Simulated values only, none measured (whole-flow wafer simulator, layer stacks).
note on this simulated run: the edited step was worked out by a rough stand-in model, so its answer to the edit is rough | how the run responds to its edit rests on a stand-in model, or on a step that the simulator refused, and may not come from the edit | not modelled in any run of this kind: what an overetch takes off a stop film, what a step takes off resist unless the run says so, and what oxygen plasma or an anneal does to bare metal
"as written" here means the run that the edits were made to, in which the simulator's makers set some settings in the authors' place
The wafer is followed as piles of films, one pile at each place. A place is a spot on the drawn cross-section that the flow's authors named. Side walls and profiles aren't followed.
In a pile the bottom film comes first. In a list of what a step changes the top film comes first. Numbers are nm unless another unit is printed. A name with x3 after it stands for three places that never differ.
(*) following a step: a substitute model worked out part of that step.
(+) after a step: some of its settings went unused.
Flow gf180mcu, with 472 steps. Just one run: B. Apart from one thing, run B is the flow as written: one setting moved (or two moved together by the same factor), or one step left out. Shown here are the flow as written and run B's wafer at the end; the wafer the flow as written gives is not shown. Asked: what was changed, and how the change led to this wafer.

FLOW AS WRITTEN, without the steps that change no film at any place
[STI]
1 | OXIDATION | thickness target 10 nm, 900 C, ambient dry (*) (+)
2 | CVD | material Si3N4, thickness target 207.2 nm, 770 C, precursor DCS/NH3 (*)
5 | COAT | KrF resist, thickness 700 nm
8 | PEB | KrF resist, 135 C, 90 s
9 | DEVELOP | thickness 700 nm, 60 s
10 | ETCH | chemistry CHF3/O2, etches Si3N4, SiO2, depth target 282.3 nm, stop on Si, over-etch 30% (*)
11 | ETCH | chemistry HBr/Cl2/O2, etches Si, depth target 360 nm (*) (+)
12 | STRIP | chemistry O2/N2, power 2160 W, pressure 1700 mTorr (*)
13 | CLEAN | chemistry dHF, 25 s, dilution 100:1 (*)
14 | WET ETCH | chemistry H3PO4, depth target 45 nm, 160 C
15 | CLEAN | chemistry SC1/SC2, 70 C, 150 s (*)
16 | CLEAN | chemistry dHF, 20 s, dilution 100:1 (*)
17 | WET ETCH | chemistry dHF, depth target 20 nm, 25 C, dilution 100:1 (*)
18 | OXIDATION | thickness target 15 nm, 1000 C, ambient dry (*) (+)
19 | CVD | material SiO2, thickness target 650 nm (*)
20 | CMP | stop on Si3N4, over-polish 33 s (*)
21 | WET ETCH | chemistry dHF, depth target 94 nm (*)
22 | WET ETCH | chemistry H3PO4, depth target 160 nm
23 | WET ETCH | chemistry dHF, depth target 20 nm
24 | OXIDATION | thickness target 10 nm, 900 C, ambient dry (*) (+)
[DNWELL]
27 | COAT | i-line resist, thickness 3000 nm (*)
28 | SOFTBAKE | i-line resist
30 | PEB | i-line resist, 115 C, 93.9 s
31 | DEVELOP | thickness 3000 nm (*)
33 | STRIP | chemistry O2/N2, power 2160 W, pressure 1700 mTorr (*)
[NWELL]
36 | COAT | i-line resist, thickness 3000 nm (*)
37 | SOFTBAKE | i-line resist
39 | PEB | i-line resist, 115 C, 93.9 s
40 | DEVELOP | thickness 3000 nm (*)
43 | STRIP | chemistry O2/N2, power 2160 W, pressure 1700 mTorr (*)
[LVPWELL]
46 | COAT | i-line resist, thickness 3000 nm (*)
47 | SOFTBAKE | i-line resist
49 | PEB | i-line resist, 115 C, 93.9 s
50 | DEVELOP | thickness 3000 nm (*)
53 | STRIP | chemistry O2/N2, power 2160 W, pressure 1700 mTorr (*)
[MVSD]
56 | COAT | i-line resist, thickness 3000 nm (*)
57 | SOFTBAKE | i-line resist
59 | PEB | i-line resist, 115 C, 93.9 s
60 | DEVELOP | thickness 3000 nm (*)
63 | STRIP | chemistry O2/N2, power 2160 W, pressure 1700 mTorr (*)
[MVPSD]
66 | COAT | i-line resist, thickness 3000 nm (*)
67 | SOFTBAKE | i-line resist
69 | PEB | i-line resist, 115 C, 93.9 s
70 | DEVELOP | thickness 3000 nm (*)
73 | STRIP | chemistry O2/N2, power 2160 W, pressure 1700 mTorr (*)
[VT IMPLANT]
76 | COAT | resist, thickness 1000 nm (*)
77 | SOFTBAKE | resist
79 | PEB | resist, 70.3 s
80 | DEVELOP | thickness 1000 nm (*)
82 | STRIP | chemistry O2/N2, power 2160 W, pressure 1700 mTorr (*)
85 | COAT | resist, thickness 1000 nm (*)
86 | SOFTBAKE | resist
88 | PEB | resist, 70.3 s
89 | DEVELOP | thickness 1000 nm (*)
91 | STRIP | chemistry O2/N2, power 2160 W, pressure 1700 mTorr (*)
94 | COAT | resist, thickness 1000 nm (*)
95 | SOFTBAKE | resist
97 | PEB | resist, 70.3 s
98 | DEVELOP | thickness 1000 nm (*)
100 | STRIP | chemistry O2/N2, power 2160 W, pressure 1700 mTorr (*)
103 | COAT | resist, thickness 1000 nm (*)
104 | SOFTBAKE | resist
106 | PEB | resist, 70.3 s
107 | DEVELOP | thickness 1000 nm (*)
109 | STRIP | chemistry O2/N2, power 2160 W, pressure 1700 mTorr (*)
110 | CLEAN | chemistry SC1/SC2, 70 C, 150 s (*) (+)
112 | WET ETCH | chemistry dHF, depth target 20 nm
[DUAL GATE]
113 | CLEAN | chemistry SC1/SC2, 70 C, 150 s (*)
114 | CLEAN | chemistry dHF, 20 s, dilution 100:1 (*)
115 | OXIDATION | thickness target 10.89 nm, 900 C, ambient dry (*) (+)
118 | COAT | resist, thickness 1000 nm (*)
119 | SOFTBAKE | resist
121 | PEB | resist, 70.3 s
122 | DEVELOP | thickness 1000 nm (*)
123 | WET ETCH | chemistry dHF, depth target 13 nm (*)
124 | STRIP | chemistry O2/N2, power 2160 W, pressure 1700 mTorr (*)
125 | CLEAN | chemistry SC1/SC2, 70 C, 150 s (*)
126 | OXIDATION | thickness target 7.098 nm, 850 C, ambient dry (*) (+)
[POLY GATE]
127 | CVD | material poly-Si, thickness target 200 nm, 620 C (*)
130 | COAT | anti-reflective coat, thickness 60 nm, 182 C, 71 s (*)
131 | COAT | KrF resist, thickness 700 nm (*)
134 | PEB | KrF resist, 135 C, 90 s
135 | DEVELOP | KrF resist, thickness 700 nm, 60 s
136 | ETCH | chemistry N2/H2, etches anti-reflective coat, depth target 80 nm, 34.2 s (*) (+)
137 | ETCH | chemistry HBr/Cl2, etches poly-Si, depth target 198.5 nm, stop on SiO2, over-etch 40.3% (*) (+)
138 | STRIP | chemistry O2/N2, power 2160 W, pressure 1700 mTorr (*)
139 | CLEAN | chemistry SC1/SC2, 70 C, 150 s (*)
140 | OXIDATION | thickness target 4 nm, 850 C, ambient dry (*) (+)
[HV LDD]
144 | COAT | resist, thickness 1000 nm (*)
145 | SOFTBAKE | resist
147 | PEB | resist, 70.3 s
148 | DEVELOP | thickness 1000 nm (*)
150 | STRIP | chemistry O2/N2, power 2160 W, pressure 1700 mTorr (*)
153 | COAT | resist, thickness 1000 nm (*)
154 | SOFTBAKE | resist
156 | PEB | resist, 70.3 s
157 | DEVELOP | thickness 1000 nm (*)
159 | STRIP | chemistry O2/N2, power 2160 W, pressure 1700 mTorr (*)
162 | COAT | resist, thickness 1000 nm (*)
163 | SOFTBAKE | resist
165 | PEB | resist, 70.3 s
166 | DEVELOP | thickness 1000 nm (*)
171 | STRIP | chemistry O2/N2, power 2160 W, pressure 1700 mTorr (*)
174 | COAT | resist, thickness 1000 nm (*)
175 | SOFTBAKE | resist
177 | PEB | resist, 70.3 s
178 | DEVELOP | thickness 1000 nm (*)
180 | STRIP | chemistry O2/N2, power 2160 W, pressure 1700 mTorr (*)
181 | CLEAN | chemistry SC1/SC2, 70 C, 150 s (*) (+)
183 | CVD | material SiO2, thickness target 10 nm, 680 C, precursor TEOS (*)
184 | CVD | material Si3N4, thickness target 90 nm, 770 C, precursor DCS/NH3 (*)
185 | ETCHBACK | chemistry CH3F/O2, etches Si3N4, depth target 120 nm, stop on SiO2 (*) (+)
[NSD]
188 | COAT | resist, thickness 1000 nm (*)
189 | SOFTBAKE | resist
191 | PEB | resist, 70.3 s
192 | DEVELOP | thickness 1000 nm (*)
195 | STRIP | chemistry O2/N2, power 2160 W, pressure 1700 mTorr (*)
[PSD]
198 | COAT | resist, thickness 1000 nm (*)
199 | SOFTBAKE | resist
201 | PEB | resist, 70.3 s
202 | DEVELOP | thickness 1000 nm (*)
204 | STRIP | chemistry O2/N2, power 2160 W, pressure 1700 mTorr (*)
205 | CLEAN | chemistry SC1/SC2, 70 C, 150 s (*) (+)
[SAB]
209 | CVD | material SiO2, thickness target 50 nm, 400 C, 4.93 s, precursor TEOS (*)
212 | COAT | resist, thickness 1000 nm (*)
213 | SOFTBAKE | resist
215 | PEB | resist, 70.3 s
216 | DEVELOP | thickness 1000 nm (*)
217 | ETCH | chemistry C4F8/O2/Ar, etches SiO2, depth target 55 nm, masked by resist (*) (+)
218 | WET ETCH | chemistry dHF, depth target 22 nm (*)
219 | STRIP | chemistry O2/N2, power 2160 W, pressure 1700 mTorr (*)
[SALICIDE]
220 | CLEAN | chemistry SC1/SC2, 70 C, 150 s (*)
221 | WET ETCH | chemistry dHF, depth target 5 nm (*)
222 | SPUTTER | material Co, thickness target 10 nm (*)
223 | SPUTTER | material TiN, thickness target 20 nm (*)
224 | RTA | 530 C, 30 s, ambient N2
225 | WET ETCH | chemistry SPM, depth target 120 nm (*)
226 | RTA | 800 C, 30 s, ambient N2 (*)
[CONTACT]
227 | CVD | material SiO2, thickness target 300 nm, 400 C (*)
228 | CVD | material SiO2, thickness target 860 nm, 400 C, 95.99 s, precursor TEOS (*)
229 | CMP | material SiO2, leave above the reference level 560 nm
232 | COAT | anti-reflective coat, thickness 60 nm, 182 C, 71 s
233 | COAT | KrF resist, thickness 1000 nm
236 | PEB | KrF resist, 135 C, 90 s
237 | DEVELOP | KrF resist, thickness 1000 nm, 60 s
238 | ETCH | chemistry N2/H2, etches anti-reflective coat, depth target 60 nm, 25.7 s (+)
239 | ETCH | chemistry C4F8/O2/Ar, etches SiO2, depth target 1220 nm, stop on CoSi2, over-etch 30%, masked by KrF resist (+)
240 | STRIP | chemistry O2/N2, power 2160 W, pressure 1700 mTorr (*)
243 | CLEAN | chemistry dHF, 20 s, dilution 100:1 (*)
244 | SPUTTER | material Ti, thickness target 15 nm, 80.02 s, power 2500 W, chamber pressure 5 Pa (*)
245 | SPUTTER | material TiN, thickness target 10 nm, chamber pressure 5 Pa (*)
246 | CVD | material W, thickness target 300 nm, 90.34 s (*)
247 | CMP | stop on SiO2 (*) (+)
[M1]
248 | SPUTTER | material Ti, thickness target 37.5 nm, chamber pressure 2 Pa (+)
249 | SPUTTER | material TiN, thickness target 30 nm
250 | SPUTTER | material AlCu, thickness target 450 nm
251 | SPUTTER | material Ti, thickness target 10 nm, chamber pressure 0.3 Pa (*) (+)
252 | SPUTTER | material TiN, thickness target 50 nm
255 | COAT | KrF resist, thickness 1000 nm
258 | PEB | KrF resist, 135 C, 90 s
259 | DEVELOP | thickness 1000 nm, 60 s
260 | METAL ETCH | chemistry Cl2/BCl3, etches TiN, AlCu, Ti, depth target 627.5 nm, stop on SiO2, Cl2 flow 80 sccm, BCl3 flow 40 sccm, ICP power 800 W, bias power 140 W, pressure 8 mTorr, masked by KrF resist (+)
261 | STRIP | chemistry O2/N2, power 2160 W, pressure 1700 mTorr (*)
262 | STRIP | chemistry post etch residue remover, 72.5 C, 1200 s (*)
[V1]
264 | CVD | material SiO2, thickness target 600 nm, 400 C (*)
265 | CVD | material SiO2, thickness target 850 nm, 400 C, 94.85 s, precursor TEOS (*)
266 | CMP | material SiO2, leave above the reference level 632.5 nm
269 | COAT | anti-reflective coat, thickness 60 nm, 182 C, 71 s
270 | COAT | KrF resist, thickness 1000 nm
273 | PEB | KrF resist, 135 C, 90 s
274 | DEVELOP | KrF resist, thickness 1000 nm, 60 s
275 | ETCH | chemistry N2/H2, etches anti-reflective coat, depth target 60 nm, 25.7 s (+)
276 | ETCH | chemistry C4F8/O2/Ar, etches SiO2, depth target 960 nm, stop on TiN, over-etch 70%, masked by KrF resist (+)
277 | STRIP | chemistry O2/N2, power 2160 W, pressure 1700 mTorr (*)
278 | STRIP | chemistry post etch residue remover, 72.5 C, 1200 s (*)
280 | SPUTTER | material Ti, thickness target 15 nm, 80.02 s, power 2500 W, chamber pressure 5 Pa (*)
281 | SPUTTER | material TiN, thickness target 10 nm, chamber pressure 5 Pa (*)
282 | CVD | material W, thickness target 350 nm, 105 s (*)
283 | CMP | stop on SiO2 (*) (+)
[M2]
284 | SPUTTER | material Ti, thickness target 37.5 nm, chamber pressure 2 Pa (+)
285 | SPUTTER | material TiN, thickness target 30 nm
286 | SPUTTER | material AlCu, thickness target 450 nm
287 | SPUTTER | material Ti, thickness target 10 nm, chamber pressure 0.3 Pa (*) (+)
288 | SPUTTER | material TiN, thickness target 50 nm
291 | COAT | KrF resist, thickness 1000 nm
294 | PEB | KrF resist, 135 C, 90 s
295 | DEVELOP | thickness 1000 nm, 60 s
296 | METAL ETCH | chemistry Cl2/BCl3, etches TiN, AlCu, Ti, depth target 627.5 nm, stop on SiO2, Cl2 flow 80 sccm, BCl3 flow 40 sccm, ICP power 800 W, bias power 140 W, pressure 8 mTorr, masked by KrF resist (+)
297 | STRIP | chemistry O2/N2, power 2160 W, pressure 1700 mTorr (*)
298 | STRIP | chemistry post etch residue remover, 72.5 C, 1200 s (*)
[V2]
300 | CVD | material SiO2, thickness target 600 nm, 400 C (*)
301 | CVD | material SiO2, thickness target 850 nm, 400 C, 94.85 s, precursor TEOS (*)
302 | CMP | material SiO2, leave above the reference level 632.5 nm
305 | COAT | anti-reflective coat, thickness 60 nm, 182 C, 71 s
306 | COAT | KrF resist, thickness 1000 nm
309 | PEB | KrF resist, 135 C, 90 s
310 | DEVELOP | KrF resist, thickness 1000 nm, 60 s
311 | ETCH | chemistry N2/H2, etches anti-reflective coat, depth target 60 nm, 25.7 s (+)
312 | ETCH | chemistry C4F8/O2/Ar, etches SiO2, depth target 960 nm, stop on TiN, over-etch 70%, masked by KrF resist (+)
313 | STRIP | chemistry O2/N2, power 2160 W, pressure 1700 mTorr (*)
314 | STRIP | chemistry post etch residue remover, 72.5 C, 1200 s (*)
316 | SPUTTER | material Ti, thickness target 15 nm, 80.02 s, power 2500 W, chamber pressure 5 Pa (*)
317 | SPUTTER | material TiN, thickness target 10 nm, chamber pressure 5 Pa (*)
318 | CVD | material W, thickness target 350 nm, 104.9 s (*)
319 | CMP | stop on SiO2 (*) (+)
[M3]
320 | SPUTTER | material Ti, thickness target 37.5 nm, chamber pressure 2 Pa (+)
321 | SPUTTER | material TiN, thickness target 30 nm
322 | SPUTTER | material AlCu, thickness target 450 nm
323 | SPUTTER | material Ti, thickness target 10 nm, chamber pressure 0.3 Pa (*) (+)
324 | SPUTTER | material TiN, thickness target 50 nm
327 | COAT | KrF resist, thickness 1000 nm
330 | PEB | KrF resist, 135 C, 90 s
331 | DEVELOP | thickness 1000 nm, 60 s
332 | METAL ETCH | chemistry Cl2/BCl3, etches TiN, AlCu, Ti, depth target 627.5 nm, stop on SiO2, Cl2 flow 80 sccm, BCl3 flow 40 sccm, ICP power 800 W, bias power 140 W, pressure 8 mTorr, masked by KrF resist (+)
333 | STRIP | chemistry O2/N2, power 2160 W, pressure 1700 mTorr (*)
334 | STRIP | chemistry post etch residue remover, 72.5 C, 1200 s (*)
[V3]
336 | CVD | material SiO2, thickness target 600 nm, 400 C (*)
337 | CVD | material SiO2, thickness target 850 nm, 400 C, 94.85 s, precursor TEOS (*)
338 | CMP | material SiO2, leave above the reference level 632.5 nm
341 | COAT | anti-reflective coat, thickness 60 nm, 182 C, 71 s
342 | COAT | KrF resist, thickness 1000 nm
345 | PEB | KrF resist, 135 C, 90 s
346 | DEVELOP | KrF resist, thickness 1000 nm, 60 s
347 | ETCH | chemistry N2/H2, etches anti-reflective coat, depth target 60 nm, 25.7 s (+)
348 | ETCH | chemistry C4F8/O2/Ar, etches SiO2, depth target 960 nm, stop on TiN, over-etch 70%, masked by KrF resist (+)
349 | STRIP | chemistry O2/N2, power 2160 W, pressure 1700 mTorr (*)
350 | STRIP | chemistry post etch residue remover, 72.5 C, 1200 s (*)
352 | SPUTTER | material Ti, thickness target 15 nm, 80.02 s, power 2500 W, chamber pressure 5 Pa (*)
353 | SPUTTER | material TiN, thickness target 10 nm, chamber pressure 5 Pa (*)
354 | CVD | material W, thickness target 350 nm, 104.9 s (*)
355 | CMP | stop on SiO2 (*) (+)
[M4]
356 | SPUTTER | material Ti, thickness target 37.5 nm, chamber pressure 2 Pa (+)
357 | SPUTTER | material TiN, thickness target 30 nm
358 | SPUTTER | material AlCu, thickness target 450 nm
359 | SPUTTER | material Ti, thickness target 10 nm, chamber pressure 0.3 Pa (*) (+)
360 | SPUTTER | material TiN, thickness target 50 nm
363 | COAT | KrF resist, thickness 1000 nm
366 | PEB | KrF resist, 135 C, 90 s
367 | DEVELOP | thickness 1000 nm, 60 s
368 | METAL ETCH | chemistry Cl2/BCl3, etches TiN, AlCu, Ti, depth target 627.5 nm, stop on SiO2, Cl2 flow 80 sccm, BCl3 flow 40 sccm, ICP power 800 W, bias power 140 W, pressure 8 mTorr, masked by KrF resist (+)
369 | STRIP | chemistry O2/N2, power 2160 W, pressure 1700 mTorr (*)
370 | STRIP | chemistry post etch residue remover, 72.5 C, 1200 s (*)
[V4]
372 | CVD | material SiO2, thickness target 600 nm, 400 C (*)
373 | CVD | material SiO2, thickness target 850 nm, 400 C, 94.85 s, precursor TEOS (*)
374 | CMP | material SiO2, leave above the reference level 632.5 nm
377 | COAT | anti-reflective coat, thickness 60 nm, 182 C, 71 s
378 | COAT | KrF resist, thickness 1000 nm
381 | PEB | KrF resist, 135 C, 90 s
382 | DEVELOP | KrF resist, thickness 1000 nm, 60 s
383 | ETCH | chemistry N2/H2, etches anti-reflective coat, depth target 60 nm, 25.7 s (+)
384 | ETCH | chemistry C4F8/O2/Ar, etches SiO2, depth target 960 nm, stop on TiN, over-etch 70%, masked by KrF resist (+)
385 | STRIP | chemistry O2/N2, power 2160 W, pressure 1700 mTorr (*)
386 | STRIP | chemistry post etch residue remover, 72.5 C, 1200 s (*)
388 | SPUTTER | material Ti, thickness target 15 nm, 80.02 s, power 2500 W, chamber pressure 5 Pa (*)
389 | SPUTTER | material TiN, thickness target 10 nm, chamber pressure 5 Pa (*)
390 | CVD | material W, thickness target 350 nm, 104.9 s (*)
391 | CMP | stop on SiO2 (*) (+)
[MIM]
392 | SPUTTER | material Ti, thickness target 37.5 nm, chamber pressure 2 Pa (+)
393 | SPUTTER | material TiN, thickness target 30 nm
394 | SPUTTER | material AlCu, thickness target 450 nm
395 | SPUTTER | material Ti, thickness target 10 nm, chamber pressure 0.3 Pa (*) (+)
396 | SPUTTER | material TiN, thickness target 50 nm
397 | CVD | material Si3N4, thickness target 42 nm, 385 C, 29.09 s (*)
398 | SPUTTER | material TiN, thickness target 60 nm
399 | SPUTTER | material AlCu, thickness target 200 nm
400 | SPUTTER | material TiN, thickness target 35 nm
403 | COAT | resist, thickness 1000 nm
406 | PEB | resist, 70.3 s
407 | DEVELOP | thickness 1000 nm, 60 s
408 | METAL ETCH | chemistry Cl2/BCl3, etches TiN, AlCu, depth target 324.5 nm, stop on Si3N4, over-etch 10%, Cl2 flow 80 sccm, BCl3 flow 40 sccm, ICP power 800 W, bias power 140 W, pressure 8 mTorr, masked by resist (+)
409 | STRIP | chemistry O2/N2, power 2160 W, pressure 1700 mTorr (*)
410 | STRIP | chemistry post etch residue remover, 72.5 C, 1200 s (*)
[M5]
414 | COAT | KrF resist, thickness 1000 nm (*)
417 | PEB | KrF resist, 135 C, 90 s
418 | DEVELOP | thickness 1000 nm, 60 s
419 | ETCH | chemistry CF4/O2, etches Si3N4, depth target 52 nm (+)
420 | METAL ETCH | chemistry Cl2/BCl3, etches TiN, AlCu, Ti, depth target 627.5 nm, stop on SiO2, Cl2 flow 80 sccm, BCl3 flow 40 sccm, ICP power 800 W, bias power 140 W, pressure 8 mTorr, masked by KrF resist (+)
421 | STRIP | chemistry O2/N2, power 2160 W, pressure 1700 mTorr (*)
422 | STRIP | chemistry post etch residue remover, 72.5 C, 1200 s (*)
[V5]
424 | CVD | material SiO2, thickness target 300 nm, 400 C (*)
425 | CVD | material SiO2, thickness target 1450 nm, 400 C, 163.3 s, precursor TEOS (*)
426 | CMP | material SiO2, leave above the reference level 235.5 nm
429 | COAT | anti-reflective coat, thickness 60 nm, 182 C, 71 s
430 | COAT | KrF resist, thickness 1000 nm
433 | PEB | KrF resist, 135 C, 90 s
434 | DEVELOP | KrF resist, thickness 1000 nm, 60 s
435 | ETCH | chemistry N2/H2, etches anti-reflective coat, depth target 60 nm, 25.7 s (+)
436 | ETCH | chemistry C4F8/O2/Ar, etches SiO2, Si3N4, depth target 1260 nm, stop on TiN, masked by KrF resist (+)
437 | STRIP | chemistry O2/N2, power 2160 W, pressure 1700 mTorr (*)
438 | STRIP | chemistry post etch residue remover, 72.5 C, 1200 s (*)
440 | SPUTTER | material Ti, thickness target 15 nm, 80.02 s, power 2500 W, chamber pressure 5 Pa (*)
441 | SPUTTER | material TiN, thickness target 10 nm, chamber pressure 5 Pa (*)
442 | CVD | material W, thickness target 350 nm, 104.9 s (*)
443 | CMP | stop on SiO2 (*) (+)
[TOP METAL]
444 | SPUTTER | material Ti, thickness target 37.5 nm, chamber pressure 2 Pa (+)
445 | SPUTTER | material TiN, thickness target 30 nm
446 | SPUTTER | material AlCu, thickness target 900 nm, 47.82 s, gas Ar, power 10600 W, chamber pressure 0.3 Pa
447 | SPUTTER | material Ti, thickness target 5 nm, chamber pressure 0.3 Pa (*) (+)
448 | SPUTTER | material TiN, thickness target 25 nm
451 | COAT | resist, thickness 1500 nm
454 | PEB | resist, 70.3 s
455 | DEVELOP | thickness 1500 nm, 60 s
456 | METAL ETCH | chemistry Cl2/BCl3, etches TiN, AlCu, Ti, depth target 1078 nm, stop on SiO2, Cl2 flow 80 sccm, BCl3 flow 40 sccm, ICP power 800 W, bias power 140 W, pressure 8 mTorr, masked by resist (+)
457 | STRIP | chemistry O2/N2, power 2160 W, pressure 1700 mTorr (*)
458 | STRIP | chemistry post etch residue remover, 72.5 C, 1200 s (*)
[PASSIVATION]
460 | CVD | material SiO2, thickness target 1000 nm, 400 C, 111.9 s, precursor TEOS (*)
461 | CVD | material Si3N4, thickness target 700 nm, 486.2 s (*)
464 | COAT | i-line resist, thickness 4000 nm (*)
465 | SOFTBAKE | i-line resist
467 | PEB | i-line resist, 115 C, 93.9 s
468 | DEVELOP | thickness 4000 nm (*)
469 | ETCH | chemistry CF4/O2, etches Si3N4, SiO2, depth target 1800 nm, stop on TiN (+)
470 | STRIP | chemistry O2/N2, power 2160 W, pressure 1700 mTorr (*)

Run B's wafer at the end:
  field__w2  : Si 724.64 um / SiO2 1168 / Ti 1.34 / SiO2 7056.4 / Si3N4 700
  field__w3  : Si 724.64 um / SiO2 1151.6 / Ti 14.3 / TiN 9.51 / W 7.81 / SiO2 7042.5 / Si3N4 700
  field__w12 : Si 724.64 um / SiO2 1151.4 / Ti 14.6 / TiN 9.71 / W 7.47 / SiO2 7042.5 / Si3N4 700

What caused this: step 228, CVD: thickness target 550 nm was run, though the flow has thickness target 860 nm; step 228, CVD: 61.43 s was run, where the flow has 95.99 s.

The path from the change to this, step by step:
  228 | CVD | material SiO2, thickness target 860 nm, 400 C, 95.99 s, precursor TEOS (*)
      field, field__w7, field__w8 and 70 more: SiO2 gains 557 (it would be, as written: SiO2 gains 860)
      field__w3, field__w12: SiO2 gains 526.3 (it would be, as written: SiO2 gains 807.3)
      (and at 36 other places as well)
  229 | CMP | material SiO2, leave above the reference level 560 nm
      active, p_well, sd_n, iso_ptap_pw, iso_ntap_nw, iso_ptap_sub, vpnp_e: nothing (it would be, as written: SiO2 loses 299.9)
      sti, mim_1p0, pad, dice_street, iso_nw_fld, iso_fld_sub: nothing (it would be, as written: SiO2 loses 296.8)
      (and at 98 other places as well)
  232 | COAT | anti-reflective coat, thickness 60 nm, 182 C, 71 s
      sti, gate_hv, mim_1p0, pad, dice_street: anti-reflective coat gains 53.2 (new film) (it would be, as written: anti-reflective coat gains 60 (new film))
      gate_p, polyc_n, polyc_p_rim: anti-reflective coat gains 49.9 (new film) (it would be, as written: anti-reflective coat gains 60 (new film))
      (and at 64 other places as well)
  238 | ETCH | chemistry N2/H2, etches anti-reflective coat, depth target 60 nm, 25.7 s (+)
      contact: anti-reflective coat loses 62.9 (all of it), SiO2 loses 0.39 (it would be, as written: anti-reflective coat loses 60 (all of it), SiO2 loses 0.46)
      polyc_n: anti-reflective coat loses 49.9 (all of it), SiO2 loses 0.72 (it would be, as written: anti-reflective coat loses 60 (all of it), SiO2 loses 0.46)
      (and at 1 other place as well)
  240 | STRIP | chemistry O2/N2, power 2160 W, pressure 1700 mTorr (*)
      sti, mim_1p0, pad, dice_street: KrF resist loses 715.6 (all of it), anti-reflective coat loses 53.2 (all of it) (it would be, as written: KrF resist loses 707.7 (all of it), anti-reflective coat loses 60 (all of it))
      p_well, sd_n: KrF resist loses 715.6 (all of it), anti-reflective coat loses 50.1 (all of it) (it would be, as written: KrF resist loses 707.7 (all of it), anti-reflective coat loses 60 (all of it))
      (and at 63 other places as well)
  244 | SPUTTER | material Ti, thickness target 15 nm, 80.02 s, power 2500 W, chamber pressure 5 Pa (*)
      field__w2, ld_drift_p: Ti gains 14.4 (new film) (it would be, as written: Ti gains 15 (new film))
      field__w3: Ti gains 14.3 (new film) (it would be, as written: Ti gains 15 (new film))
  247 | CMP | stop on SiO2 (*) (+)
      sti, mim_1p0, pad, dice_street, iso_nw_fld, iso_fld_sub: W loses 300 (all of it), TiN loses 10 (all of it), Ti loses 15 (all of it) (it would be, as written: W loses 300 (all of it), TiN loses 10 (all of it), Ti loses 15 (all of it), SiO2 loses 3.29)
      field__w7, field__w8: W loses 300 (all of it), TiN loses 10 (all of it), Ti loses 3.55 (it would be, as written: W loses 300 (all of it), TiN loses 10 (all of it), Ti loses 15 (all of it), SiO2 loses 3.29)
      (and at 93 other places as well)
  248 | SPUTTER | material Ti, thickness target 37.5 nm, chamber pressure 2 Pa (+)
      field, field__w1, field__w6 and 17 more: Ti gains 37.5 (it would be, as written: Ti gains 37.5 (new film))
  260 | METAL ETCH | chemistry Cl2/BCl3, etches TiN, AlCu, Ti, depth target 627.5 nm, stop on SiO2, Cl2 flow 80 sccm, BCl3 flow 40 sccm, ICP power 800 W, bias power 140 W, pressure 8 mTorr, masked by KrF resist (+)
      field__w3, field__w12, mim, ld_drift_p, ld_drn_p: TiN loses 50 (all of it), Ti loses 10 (all of it), AlCu loses 450 (all of it), TiN loses 30 (all of it), Ti loses 37.5 (all of it), W loses 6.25 (it would be, as written: TiN loses 50 (all of it), Ti loses 10 (all of it), AlCu loses 450 (all of it), TiN loses 30 (all of it), Ti loses 37.5 (all of it))
      field_sub, field_sub__w2: TiN loses 50 (all of it), Ti loses 10 (all of it), AlCu loses 450 (all of it), TiN loses 30 (all of it), Ti loses 37.5 (all of it), TiN loses 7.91 (all of it), Ti loses 15 (all of it) (it would be, as written: TiN loses 50 (all of it), Ti loses 10 (all of it), AlCu loses 450 (all of it), TiN loses 30 (all of it), Ti loses 37.5 (all of it))
      (and at 22 other places as well)
  262 | STRIP | chemistry post etch residue remover, 72.5 C, 1200 s (*)
      field__w3, field__w12, mim, ld_drift_p, ld_drn_p: W loses 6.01 (it would be, as written: nothing)
  264 | CVD | material SiO2, thickness target 600 nm, 400 C (*)
      field__w3, field__w12, mim, ld_drift_p, ld_drn_p: SiO2 gains 600 (new film) (it would be, as written: SiO2 gains 600)
      field__w2: SiO2 gains 610.7 (new film) (it would be, as written: SiO2 gains 600)
  266 | CMP | material SiO2, leave above the reference level 632.5 nm
      field__w3, field__w12, mim, ld_drift_p, ld_drn_p: SiO2 loses 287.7 (it would be, as written: SiO2 loses 300)
      field__w1, field_sub__w4, field_sub__w5: SiO2 loses 292 (it would be, as written: SiO2 loses 300)
      (and at 18 other places as well)
If metal films that touch count as one body, field__w2 has 1 body; the flow as written gives 0 bodies.
If metal films that touch count as one body, field__w3 has 1 body; the flow as written gives 0 bodies.
If metal films that touch count as one body, field__w12 has 1 body; the flow as written gives 0 bodies.
